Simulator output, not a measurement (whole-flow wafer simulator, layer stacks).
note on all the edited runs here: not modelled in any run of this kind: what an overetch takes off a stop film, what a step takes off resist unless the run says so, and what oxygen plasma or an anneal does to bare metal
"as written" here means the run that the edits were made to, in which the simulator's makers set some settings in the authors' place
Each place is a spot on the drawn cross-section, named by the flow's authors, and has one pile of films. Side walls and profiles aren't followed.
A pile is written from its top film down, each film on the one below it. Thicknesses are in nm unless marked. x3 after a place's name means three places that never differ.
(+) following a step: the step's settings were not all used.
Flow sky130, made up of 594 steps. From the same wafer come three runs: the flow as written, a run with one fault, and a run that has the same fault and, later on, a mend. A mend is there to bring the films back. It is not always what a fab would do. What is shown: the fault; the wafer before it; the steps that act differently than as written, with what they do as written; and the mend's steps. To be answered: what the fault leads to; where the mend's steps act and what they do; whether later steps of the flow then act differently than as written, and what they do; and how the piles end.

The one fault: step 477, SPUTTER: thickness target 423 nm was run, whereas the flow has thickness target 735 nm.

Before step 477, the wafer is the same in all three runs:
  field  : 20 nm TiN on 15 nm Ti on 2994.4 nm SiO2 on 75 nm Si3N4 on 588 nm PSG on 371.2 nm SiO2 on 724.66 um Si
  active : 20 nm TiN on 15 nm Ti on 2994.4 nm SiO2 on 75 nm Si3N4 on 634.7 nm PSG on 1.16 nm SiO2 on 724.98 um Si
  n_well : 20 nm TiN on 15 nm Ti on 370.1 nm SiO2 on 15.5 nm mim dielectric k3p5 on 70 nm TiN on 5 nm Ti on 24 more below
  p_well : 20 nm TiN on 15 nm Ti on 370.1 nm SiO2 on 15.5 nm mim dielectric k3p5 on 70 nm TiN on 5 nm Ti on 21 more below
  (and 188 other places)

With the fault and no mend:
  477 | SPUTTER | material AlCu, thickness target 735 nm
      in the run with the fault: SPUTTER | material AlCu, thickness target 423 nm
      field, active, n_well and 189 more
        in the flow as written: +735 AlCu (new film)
        in the run with the fault: +423 AlCu (new film)
  Steps later in the flow that act otherwise than as written (4 other steps are not shown; they differ only slightly, by no more than 2% or 0.5 nm, whichever is larger):
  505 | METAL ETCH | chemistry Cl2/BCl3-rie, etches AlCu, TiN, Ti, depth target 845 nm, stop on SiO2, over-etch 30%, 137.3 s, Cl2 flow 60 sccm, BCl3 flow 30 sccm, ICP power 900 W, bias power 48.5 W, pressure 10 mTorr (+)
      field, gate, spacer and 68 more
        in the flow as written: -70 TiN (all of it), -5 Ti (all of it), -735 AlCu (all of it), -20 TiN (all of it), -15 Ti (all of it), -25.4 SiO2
        in the run with the fault: -70 TiN (all of it), -5 Ti (all of it), -423 AlCu (all of it), -20 TiN (all of it), -15 Ti (all of it), -56.6 SiO2
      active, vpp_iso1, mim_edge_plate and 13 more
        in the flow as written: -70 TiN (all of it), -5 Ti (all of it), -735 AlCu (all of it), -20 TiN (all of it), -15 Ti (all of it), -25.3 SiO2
        in the run with the fault: -70 TiN (all of it), -5 Ti (all of it), -423 AlCu (all of it), -20 TiN (all of it), -15 Ti (all of it), -56.6 SiO2
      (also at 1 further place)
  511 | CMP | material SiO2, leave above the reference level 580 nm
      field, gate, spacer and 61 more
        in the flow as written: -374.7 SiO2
        in the run with the fault: -655.4 SiO2
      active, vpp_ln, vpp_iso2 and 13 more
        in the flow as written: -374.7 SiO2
        in the run with the fault: -655.5 SiO2
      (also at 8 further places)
  At field, active, n_well and 190 more, the piles at the end differ from the flow's by more than 2% or 0.5 nm, whichever is larger.
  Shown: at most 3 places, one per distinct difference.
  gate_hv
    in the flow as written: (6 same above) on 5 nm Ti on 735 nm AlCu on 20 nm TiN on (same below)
    in the run with the fault: (6 same above) on 5 nm Ti on 423 nm AlCu on 20 nm TiN on (same below)
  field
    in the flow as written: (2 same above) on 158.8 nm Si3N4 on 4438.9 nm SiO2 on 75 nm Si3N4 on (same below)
    in the run with the fault: (2 same above) on 158.8 nm Si3N4 on 4126.9 nm SiO2 on 75 nm Si3N4 on (same below)
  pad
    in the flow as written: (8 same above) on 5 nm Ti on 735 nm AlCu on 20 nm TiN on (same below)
    in the run with the fault: (8 same above) on 5 nm Ti on 423 nm AlCu on 20 nm TiN on (same below)

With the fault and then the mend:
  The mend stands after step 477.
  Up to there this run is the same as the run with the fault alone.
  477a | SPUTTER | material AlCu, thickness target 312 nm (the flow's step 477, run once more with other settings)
      field, active, n_well and 189 more
        +312 AlCu
  Every later step of the flow that is run acts as written at every place that is followed.
  At every place that both follow, the piles at the end match the flow's.
